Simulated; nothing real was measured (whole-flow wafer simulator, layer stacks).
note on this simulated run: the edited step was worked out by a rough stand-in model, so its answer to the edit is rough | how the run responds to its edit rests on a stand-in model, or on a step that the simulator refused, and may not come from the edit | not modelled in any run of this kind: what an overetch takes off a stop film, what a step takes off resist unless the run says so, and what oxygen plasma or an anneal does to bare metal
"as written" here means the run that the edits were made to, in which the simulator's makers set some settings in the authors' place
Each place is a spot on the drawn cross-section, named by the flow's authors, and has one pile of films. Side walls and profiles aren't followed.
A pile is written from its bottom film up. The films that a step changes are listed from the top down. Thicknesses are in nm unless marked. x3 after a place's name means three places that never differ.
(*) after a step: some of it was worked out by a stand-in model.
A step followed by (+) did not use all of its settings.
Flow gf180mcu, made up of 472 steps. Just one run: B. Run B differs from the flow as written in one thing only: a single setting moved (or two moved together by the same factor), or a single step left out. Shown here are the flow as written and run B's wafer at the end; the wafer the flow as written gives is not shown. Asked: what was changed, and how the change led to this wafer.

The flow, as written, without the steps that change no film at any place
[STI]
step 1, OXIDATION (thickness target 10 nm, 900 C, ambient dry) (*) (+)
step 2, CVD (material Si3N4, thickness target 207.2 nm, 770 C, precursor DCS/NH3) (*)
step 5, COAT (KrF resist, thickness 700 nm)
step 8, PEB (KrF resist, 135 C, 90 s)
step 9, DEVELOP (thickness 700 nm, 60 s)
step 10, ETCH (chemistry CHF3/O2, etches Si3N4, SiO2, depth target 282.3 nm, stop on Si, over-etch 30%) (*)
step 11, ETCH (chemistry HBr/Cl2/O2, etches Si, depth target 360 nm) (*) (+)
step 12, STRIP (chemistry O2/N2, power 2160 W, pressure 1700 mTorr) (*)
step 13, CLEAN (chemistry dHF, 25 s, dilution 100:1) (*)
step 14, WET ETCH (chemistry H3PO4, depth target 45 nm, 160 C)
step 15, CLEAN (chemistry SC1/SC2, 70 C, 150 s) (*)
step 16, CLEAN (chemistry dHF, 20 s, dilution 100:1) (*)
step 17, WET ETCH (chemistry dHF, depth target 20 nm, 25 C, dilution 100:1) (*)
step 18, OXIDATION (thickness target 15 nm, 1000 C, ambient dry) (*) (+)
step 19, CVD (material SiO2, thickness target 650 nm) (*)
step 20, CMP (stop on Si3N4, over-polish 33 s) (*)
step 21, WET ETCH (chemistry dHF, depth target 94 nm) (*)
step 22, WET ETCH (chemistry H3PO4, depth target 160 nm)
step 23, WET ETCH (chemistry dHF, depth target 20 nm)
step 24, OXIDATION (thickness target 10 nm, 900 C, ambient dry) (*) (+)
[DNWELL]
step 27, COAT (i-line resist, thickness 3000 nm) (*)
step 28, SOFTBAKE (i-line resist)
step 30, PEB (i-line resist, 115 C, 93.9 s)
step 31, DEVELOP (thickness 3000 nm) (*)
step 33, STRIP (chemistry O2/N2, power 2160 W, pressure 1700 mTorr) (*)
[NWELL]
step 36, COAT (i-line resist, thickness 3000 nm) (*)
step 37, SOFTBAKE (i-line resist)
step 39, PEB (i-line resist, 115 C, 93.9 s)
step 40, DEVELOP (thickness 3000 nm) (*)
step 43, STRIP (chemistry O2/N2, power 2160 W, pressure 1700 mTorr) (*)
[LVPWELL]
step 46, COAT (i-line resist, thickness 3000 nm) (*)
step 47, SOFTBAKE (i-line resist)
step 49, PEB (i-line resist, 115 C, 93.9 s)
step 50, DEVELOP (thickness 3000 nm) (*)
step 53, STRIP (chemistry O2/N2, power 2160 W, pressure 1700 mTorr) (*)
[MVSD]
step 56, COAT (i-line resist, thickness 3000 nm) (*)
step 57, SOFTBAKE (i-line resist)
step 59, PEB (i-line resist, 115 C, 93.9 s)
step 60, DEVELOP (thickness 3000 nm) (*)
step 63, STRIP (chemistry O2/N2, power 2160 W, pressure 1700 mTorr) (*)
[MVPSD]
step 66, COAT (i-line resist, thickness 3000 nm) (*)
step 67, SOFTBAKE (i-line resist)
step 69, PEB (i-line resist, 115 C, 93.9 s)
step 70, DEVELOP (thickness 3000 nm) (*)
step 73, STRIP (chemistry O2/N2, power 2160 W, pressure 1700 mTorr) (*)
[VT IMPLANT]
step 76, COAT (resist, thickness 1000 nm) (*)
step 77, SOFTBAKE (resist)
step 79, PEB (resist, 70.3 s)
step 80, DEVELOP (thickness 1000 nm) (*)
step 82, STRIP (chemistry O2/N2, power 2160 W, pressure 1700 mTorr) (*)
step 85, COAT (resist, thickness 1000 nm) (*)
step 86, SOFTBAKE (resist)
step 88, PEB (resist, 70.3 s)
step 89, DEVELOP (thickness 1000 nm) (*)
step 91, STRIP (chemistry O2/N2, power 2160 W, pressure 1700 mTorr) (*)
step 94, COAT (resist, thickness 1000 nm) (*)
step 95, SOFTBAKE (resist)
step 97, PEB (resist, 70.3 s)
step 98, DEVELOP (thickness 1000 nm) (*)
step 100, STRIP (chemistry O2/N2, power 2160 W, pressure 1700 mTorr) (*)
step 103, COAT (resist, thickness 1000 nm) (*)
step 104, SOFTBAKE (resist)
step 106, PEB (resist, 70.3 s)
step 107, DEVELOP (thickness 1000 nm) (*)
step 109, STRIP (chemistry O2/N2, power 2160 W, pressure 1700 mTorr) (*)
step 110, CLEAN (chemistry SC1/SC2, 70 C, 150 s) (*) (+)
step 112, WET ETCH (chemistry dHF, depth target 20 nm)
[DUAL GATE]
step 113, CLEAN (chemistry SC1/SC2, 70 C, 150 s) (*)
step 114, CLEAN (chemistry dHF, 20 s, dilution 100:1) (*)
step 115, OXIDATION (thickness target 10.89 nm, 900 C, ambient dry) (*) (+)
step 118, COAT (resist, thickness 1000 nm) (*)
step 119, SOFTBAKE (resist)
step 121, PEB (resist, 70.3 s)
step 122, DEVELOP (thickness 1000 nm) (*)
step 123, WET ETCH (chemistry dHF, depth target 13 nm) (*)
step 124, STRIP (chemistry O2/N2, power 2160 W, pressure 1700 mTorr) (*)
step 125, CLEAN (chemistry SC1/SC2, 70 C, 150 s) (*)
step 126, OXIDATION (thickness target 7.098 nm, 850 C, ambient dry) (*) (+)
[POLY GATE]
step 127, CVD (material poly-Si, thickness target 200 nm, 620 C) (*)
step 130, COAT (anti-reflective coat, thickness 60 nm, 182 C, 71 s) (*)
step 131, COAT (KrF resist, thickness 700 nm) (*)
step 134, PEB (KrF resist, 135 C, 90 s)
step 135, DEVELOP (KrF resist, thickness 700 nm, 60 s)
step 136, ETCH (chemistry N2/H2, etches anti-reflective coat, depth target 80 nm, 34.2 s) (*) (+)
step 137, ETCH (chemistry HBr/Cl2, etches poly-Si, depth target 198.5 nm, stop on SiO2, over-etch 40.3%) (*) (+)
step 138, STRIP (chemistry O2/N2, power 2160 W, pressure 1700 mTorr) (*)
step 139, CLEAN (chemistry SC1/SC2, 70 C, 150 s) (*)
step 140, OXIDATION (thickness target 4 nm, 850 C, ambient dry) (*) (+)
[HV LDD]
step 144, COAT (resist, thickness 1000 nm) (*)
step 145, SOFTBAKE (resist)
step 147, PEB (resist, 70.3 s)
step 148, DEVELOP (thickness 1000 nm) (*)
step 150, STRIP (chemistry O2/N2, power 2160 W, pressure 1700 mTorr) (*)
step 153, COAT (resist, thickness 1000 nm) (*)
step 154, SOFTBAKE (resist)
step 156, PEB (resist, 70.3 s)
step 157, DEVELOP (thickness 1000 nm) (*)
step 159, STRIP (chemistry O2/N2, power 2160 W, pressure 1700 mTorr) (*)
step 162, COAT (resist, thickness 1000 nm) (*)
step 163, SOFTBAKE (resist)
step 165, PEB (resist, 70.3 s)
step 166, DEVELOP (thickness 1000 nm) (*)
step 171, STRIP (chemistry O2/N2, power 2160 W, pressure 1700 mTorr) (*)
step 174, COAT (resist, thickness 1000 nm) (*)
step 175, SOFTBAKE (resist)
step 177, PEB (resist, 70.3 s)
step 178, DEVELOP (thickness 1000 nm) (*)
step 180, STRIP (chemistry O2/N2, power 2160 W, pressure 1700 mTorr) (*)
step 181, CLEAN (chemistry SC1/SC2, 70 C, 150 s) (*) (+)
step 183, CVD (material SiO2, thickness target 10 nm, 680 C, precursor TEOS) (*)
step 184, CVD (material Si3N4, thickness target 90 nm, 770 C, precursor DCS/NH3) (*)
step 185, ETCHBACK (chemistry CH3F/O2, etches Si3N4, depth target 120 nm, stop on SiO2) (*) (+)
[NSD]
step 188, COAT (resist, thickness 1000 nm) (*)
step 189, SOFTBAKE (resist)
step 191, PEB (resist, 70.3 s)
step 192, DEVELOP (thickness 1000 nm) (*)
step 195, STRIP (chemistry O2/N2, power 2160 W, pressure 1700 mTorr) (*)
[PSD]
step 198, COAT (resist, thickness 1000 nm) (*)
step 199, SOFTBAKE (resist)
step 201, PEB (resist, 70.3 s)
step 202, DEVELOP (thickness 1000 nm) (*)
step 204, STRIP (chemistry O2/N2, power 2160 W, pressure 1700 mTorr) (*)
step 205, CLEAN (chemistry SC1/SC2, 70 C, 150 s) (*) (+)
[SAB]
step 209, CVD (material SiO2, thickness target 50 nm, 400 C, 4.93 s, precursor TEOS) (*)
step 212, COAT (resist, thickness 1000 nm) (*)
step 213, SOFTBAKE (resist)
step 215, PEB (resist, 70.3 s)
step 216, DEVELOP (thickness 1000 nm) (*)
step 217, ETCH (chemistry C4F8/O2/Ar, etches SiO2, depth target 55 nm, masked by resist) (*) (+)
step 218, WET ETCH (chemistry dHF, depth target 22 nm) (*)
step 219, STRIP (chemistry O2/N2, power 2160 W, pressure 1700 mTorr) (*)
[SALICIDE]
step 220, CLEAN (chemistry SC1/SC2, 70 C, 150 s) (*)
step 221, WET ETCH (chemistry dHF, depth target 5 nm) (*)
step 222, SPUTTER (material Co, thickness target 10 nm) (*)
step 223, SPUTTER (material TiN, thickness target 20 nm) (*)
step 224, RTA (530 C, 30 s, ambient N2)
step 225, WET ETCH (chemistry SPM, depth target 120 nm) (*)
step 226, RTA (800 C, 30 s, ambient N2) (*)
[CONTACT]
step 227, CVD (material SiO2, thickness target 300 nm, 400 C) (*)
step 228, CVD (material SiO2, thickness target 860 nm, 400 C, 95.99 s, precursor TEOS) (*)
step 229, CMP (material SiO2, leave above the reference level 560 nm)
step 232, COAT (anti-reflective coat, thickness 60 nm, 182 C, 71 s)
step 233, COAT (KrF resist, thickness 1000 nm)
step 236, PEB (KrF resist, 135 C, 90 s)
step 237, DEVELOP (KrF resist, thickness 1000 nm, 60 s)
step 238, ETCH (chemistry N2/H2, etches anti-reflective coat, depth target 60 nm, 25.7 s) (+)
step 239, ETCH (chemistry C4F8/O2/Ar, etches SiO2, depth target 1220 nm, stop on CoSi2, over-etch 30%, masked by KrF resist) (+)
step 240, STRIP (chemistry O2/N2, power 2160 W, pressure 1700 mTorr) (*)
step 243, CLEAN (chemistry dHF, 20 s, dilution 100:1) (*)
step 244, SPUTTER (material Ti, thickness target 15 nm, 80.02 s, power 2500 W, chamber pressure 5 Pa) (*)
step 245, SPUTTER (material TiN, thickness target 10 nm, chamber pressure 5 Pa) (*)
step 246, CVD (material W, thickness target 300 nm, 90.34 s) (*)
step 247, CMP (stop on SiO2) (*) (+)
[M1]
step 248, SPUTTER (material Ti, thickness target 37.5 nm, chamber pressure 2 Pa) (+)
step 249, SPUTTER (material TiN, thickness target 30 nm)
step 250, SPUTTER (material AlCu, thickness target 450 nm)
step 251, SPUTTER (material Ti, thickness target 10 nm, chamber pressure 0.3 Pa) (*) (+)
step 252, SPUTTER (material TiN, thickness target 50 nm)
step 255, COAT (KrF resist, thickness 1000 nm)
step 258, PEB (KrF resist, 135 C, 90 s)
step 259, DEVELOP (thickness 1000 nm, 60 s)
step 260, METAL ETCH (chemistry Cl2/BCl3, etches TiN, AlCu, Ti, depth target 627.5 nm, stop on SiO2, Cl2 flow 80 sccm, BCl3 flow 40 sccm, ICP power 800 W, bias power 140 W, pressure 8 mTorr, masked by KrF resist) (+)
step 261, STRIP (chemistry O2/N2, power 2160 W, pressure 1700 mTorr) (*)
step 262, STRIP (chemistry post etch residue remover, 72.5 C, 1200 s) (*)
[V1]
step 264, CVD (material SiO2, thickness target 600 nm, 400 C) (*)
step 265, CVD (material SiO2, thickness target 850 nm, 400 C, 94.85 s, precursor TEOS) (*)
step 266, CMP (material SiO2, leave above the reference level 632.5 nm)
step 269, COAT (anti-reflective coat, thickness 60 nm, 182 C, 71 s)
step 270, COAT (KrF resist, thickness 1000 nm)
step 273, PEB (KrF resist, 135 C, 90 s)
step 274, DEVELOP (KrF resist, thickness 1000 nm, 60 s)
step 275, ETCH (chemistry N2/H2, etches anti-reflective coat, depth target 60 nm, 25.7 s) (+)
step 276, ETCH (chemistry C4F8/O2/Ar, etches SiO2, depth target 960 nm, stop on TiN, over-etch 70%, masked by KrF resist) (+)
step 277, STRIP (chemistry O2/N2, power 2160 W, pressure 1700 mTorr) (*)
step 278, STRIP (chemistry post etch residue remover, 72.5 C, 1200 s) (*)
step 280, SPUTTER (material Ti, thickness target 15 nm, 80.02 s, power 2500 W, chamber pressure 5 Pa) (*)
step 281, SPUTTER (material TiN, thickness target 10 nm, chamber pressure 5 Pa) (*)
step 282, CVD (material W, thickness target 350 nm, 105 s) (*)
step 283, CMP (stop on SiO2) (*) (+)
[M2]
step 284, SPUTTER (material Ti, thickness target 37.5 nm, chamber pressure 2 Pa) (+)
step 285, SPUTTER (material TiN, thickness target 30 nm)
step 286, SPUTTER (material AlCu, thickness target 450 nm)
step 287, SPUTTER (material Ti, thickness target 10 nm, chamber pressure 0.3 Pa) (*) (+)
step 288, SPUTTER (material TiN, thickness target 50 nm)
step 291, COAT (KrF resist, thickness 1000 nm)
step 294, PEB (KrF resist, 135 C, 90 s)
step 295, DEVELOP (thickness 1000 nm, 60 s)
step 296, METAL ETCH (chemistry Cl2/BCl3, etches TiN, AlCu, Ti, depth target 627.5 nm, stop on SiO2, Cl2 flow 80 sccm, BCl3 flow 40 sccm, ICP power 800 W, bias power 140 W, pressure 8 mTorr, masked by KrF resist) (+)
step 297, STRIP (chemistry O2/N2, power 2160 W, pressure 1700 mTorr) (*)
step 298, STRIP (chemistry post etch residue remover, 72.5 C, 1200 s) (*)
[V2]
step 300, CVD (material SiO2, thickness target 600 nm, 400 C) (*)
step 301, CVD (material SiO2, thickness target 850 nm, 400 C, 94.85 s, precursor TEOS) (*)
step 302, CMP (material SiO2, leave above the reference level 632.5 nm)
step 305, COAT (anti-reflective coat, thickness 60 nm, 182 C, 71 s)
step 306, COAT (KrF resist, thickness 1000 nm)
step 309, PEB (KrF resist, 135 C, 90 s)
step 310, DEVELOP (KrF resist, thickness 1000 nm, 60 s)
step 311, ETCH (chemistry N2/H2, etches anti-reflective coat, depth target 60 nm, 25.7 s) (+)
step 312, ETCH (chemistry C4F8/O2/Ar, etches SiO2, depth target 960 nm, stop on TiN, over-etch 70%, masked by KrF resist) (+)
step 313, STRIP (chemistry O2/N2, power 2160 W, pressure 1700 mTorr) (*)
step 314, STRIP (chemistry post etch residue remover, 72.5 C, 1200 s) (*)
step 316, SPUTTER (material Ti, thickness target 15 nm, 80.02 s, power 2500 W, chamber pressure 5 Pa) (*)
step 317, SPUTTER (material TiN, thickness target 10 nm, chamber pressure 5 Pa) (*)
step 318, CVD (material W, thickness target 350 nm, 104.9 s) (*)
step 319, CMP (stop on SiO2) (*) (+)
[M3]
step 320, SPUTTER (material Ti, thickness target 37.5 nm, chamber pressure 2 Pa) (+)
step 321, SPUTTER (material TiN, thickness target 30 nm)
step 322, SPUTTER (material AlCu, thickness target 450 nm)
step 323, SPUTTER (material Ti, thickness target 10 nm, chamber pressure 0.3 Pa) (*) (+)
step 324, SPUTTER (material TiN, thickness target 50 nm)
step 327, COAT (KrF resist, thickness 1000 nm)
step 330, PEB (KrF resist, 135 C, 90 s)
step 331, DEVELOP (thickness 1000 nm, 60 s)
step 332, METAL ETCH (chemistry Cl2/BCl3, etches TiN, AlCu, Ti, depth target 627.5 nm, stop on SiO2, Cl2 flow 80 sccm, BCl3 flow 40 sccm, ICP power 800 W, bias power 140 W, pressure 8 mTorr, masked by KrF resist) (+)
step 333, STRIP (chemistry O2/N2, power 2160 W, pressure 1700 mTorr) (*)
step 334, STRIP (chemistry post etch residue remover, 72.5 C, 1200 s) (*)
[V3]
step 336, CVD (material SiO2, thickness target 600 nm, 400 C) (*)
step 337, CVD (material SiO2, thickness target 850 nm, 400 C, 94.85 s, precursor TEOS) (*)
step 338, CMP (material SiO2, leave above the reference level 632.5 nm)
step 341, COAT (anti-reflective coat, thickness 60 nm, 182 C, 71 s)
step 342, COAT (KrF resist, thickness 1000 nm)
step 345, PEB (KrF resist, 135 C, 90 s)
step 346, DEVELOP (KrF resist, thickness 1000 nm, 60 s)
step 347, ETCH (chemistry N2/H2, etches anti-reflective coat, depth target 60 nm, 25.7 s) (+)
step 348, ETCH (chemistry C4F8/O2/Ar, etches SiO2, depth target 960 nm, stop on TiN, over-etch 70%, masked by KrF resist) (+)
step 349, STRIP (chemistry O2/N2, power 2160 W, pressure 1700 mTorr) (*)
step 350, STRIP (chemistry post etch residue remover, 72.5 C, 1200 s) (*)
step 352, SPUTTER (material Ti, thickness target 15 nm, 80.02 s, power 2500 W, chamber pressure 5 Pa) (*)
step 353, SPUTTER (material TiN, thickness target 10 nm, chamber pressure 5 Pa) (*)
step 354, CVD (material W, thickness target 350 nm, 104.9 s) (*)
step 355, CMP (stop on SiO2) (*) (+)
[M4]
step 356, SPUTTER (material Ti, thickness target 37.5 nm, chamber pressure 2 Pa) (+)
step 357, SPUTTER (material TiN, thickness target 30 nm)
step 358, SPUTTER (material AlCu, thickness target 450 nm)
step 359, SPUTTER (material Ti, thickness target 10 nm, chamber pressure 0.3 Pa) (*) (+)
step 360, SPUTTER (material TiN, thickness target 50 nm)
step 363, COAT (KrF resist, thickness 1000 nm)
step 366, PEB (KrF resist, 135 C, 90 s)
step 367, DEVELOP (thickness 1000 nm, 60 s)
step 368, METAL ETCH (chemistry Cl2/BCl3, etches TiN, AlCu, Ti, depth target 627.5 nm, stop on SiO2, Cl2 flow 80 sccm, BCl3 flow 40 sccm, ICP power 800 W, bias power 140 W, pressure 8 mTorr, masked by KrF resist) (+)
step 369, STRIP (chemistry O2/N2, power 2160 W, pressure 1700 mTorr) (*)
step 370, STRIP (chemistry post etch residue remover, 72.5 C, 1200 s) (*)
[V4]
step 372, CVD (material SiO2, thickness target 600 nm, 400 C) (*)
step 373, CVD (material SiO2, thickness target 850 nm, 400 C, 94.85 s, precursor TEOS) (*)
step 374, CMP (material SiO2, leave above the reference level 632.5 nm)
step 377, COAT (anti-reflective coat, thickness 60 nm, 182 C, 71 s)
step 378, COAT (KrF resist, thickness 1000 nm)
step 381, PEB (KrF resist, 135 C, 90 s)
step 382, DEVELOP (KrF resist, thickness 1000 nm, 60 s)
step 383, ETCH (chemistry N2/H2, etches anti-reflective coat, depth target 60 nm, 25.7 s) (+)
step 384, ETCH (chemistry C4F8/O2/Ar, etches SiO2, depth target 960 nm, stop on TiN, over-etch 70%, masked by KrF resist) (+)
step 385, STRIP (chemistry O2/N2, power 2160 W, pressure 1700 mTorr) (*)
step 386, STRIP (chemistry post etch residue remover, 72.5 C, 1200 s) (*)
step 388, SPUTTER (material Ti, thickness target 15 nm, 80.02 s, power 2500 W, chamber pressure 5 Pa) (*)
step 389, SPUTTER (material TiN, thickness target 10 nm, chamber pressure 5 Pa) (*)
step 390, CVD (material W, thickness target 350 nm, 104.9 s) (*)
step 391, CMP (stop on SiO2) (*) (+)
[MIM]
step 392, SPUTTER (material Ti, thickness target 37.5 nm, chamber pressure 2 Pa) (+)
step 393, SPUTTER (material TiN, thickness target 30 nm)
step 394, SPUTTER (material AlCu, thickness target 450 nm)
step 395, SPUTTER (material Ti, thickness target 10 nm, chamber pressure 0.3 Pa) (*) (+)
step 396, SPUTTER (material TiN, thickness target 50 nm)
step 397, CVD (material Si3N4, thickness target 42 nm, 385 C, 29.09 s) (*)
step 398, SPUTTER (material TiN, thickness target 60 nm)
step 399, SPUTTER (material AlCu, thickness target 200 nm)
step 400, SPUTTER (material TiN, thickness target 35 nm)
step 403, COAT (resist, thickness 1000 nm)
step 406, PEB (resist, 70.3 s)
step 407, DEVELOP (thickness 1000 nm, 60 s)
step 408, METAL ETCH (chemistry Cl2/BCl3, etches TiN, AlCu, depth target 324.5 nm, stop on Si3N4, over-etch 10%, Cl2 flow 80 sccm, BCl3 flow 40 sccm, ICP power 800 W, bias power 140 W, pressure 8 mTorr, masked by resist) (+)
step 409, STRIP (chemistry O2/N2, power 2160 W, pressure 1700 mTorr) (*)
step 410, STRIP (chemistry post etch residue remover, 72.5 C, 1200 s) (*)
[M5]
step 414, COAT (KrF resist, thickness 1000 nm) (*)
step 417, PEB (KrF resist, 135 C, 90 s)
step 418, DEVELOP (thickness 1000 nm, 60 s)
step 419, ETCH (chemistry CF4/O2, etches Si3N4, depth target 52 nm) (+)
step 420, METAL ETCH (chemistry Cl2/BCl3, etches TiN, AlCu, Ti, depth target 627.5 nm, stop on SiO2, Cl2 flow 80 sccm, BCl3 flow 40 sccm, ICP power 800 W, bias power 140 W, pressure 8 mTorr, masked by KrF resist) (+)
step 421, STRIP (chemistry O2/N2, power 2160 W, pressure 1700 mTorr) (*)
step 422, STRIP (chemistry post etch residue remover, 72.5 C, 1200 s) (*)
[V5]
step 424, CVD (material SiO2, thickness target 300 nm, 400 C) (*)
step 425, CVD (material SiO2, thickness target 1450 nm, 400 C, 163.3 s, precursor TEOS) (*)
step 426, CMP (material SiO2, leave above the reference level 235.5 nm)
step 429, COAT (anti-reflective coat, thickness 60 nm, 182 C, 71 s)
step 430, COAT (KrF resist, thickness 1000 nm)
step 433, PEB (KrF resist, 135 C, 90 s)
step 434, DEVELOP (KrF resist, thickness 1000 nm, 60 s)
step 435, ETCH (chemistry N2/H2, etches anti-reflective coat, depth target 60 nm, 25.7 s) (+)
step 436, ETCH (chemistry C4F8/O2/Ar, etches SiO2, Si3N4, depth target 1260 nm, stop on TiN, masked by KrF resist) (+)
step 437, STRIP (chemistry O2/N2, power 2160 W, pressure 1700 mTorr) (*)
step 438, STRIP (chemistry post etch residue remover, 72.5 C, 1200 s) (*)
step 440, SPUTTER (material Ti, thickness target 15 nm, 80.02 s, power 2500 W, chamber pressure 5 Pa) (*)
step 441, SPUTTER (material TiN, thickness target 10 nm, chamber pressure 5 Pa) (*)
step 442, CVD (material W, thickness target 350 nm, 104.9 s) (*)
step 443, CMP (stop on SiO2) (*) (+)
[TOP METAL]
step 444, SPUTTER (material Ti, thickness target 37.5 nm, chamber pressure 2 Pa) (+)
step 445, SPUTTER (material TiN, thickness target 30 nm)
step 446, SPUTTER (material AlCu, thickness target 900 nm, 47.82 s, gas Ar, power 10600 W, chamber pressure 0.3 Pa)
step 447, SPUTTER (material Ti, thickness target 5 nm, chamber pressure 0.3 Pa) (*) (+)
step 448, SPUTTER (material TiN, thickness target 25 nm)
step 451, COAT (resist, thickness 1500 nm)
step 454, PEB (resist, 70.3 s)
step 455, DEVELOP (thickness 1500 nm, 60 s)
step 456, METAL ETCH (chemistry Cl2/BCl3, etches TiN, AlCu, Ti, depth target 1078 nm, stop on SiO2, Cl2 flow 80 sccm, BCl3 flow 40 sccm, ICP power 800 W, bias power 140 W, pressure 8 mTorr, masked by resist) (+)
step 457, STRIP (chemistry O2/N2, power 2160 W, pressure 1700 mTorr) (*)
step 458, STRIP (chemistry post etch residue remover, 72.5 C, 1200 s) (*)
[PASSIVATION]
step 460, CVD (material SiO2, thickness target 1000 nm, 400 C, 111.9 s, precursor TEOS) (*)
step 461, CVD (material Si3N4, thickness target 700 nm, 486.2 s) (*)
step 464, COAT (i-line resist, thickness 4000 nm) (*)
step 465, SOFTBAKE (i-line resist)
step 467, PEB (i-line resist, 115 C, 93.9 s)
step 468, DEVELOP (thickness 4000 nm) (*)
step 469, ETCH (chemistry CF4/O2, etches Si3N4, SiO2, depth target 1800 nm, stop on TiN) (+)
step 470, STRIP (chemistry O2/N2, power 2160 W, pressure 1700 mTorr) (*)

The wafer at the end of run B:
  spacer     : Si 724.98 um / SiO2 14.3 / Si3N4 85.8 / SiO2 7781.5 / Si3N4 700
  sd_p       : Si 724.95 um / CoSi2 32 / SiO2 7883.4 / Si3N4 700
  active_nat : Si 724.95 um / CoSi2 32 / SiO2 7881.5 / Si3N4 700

What caused this: step 183, CVD: thickness target 7.1 nm was run, while the flow as written has thickness target 10 nm.

Step by step, how the change led to this:
  step 183, CVD (material SiO2, thickness target 10 nm, 680 C, precursor TEOS) (*)
      field, field__w1, field__w2 and 99 more: SiO2 gains 7.1 (in the flow as written it would be: SiO2 gains 10)
      ld_drift_p: SiO2 gains 7.01 (in the flow as written it would be: SiO2 gains 9.87)
      (and at 1 other place as well)
  step 189, SOFTBAKE (resist)
      field: resist loses 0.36 (in the flow as written it would be: resist gains 3.56)
      active_hv: resist loses 0.53 (in the flow as written it would be: resist gains 2.68)
      (and at 3 other places as well)
  step 199, SOFTBAKE (resist)
      field: resist loses 0.36 (in the flow as written it would be: resist gains 3.56)
      active_hv: resist loses 0.53 (in the flow as written it would be: resist gains 2.68)
      (and at 3 other places as well)
  step 218, WET ETCH (chemistry dHF, depth target 22 nm) (*)
      gate, gate_hv, gate_p and 23 more: SiO2 loses 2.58 (all of it) (in the flow as written it would be: SiO2 loses 5.48 (all of it))
      active, p_well, sd_n, iso_ptap_pw, iso_ntap_nw, iso_ptap_sub, vpnp_e: SiO2 loses 6.11 (all of it) (in the flow as written it would be: SiO2 loses 9.01 (all of it))
      (and at 16 other places as well)
